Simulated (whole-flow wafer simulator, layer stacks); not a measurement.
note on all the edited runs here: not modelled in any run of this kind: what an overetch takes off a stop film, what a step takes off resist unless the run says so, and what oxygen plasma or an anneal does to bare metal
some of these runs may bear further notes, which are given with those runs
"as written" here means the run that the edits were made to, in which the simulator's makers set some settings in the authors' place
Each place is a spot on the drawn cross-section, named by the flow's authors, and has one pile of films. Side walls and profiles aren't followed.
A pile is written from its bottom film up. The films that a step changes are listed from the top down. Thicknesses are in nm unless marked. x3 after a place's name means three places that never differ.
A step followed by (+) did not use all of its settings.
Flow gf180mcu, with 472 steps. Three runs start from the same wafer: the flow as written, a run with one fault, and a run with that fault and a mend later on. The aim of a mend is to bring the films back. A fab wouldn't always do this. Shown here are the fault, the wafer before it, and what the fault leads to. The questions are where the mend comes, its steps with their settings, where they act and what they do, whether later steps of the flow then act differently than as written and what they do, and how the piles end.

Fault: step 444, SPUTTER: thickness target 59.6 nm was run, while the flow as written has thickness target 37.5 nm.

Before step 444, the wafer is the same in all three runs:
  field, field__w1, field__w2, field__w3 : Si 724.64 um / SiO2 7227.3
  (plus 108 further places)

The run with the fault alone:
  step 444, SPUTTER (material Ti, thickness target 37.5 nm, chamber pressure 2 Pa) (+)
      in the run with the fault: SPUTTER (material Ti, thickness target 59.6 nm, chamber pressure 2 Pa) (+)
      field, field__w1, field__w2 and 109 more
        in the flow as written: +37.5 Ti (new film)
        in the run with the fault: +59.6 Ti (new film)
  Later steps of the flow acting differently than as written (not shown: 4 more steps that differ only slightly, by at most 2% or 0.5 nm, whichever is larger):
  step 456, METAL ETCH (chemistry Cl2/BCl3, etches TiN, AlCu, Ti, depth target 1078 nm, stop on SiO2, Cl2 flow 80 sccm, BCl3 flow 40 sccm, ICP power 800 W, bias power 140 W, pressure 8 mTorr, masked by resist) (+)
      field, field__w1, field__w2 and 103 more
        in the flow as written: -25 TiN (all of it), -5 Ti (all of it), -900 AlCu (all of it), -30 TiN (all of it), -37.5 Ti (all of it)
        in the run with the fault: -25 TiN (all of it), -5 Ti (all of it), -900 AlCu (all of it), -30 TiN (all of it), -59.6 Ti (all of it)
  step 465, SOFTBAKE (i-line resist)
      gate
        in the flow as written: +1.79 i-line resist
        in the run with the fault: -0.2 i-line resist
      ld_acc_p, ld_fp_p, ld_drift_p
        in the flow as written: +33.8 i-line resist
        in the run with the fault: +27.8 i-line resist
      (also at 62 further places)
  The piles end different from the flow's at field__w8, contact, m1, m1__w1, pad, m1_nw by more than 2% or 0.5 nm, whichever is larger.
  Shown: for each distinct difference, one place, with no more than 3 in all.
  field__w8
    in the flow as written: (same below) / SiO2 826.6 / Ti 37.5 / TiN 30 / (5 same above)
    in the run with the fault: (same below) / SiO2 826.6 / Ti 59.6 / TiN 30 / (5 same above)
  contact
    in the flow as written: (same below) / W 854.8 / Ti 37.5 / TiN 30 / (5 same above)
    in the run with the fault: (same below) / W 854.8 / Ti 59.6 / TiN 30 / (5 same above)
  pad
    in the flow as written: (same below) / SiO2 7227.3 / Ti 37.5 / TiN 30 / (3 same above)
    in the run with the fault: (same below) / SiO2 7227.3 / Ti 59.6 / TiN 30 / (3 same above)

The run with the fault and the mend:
  The mend stands after step 444.
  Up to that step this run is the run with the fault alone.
  step 444a, METAL ETCH (chemistry Cl2/BCl3, etches TiN, AlCu, Ti, depth target 22.1 nm, Cl2 flow 80 sccm, BCl3 flow 40 sccm, ICP power 800 W, bias power 140 W, pressure 8 mTorr) (a further turn of the flow's step 260, with different settings)
      field, field__w1, field__w2 and 109 more
        -22.1 Ti
  None of the later steps of the flow acts differently than as written at any place that is followed.
  The piles end the same as the flow's at every place that both follow.
